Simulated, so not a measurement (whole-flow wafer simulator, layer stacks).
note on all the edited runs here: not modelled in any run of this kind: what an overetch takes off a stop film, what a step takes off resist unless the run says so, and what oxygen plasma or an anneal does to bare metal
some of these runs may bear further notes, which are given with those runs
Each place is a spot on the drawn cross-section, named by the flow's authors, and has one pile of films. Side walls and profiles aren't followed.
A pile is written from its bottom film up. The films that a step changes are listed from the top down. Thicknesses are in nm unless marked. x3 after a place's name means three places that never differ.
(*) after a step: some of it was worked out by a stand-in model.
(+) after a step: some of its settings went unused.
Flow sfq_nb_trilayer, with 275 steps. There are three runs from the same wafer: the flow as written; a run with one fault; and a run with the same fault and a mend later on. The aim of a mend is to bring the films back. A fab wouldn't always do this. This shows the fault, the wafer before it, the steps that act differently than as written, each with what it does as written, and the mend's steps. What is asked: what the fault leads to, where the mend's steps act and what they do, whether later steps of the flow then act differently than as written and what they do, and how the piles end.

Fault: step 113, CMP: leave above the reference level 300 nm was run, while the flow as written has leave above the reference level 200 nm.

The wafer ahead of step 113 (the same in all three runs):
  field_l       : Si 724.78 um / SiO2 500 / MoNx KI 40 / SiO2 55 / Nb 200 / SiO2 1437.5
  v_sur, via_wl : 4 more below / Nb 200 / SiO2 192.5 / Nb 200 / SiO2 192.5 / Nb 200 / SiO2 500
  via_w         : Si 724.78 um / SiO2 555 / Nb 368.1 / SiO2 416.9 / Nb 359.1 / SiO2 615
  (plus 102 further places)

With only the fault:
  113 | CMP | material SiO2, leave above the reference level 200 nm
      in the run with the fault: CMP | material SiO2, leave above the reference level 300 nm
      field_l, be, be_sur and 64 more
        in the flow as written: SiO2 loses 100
        in the run with the fault: nothing
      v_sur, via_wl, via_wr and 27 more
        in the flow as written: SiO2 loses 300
        in the run with the fault: SiO2 loses 200
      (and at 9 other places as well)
  Steps further on in the flow that do not act as written (not shown: 4 more steps that differ only slightly, by at most 2% or 0.5 nm, whichever is larger):
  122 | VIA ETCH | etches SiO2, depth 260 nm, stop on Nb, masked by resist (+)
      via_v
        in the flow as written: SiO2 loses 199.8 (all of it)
        in the run with the fault: SiO2 loses 260
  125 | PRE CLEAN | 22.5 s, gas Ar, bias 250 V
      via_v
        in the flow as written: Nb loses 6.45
        in the run with the fault: SiO2 loses 7.5
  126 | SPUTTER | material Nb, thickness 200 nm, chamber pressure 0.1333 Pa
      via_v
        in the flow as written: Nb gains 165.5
        in the run with the fault: Nb gains 152.6 (new film)
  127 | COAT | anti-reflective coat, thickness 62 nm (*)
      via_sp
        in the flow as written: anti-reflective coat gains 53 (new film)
        in the run with the fault: anti-reflective coat gains 50.1 (new film)
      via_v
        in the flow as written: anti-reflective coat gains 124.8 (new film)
        in the run with the fault: anti-reflective coat gains 128.6 (new film)
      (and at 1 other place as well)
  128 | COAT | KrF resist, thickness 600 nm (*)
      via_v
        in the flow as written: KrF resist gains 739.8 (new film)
        in the run with the fault: KrF resist gains 797.5 (new film)
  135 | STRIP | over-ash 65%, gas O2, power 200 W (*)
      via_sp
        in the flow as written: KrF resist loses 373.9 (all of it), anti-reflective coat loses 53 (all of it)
        in the run with the fault: KrF resist loses 369.8 (all of it), anti-reflective coat loses 50.1 (all of it)
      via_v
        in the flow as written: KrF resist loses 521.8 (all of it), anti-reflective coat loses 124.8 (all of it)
        in the run with the fault: KrF resist loses 579.3 (all of it), anti-reflective coat loses 128.6 (all of it)
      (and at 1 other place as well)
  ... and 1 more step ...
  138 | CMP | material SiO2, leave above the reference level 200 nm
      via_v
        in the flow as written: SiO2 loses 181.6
        in the run with the fault: SiO2 loses 157.1
  At field_l, v_sur, via_wl and 103 more, the piles at the end differ from the flow's by more than 2% or 0.5 nm, whichever is larger.
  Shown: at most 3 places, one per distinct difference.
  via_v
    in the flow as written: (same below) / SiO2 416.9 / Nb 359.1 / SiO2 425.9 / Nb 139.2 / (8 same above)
    in the run with the fault: (same below) / SiO2 416.9 / Nb 200 / SiO2 32.3 / Nb 152.6 / SiO2 500.1 / Nb 139.2 / (8 same above)
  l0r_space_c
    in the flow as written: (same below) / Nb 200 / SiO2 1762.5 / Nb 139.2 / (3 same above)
    in the run with the fault: (same below) / Nb 200 / SiO2 1862.5 / Nb 139.2 / (3 same above)
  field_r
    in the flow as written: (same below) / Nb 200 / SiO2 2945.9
    in the run with the fault: (same below) / Nb 200 / SiO2 3045.9

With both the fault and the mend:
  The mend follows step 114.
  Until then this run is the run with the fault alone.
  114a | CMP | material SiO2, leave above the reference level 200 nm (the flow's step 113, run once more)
      field_l, v_sur, via_wl and 103 more
        SiO2 loses 100
  Every later step of the flow that is run acts as written at every place that is followed.
  At every place that both follow, the piles at the end match the flow's.
